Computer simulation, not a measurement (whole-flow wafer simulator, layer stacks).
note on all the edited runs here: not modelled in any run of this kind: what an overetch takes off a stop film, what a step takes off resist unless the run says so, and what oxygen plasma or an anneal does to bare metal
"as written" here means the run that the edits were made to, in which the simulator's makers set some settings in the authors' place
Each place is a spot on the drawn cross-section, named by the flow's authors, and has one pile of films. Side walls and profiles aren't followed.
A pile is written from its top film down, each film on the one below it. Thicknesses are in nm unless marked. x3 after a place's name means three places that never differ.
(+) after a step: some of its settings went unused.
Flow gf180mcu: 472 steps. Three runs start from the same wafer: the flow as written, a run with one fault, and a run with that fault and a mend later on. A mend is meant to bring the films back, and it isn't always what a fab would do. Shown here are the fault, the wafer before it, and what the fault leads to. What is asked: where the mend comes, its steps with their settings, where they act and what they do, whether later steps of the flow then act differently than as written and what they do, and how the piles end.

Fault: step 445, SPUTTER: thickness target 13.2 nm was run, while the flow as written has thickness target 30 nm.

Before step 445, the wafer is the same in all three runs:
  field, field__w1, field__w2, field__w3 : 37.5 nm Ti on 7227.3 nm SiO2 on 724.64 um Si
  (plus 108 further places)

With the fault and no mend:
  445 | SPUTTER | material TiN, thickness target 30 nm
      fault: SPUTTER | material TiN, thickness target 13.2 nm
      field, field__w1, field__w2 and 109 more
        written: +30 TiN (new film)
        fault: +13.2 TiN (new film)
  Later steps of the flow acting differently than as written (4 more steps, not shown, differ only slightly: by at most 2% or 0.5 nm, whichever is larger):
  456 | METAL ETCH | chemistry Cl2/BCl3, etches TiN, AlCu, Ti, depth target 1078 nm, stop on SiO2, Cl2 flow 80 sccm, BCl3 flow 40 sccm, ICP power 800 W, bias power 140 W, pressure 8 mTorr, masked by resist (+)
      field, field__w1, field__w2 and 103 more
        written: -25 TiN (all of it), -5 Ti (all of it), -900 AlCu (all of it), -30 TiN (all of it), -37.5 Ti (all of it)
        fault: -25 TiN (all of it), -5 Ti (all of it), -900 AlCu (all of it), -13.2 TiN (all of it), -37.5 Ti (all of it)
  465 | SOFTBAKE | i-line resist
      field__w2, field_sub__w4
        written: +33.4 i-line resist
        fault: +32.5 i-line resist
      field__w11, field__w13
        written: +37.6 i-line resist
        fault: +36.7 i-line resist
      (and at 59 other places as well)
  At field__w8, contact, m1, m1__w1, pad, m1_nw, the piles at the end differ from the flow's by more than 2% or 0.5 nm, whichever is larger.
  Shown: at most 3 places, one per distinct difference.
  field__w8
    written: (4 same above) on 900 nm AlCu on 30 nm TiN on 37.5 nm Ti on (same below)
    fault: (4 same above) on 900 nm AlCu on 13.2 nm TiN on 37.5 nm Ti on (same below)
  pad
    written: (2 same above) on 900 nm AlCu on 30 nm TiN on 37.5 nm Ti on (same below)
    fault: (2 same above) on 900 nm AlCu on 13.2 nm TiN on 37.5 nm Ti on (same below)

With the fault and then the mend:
  After step 445 comes the mend.
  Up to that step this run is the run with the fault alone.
  445a | SPUTTER | material TiN, thickness target 16.8 nm (the flow's step 445, run once more with other settings)
      field, field__w1, field__w2 and 109 more
        +16.8 TiN
  None of the later steps of the flow acts differently than as written at any place that is followed.
  The piles end the same as the flow's at every place that both follow.
